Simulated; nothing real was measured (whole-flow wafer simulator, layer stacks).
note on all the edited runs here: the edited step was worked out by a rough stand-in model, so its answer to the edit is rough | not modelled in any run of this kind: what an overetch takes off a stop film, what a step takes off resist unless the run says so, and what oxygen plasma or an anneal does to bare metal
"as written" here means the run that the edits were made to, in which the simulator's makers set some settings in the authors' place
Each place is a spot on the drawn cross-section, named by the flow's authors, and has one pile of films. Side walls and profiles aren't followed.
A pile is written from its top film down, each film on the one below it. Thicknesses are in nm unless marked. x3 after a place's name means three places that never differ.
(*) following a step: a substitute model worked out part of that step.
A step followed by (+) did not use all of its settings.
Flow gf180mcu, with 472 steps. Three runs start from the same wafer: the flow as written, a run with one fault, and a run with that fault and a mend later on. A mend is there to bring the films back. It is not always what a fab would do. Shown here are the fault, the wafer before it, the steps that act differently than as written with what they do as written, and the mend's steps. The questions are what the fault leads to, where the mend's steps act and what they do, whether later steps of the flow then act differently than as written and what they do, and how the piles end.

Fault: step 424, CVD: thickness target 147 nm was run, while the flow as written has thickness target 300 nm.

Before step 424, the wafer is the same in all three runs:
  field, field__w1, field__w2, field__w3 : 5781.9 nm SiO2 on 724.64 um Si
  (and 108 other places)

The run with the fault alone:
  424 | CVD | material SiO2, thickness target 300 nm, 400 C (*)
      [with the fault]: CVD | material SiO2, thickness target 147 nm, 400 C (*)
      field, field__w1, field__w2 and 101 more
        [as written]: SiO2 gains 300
        [with the fault]: SiO2 gains 147
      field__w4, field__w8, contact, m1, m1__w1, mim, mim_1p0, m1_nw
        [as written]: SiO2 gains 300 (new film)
        [with the fault]: SiO2 gains 147 (new film)
  Later steps of the flow acting differently than as written (not shown: 1 more step that differs only slightly, by at most 2% or 0.5 nm, whichever is larger):
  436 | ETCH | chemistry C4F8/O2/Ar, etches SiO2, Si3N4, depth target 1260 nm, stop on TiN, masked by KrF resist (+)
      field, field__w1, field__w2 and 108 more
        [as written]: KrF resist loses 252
        [with the fault]: KrF resist loses 215.5
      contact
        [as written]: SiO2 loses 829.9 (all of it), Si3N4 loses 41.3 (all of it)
        [with the fault]: SiO2 loses 676.9 (all of it), Si3N4 loses 41.3 (all of it)
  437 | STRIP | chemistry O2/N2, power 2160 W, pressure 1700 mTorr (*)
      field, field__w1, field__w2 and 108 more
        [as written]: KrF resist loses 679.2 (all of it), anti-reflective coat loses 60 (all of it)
        [with the fault]: KrF resist loses 715.7 (all of it), anti-reflective coat loses 60 (all of it)
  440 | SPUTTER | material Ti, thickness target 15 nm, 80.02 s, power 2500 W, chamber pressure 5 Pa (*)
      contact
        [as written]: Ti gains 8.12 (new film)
        [with the fault]: Ti gains 8.87 (new film)
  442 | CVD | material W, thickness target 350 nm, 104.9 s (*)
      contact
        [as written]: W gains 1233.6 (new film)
        [with the fault]: W gains 1079.3 (new film)
  By the end, the piles at field__w4, field__w8, contact and 12 more depart from the flow's by more than 2% or 0.5 nm, whichever is larger.
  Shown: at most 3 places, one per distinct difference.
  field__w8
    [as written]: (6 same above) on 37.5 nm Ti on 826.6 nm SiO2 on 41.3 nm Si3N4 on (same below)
    [with the fault]: (6 same above) on 37.5 nm Ti on 673.6 nm SiO2 on 41.3 nm Si3N4 on (same below)
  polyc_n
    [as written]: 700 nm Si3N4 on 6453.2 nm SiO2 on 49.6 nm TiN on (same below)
    [with the fault]: 700 nm Si3N4 on 6300.2 nm SiO2 on 49.6 nm TiN on (same below)
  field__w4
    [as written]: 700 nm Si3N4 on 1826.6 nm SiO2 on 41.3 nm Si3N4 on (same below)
    [with the fault]: 700 nm Si3N4 on 1673.6 nm SiO2 on 41.3 nm Si3N4 on (same below)

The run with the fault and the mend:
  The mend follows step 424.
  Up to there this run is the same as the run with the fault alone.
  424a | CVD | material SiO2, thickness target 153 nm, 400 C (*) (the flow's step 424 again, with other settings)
      field, field__w1, field__w2 and 109 more
        SiO2 gains 153
  Later steps of the flow that are run all act as written at every place that is followed.
  By the end, the piles equal the flow's at every place that both follow.
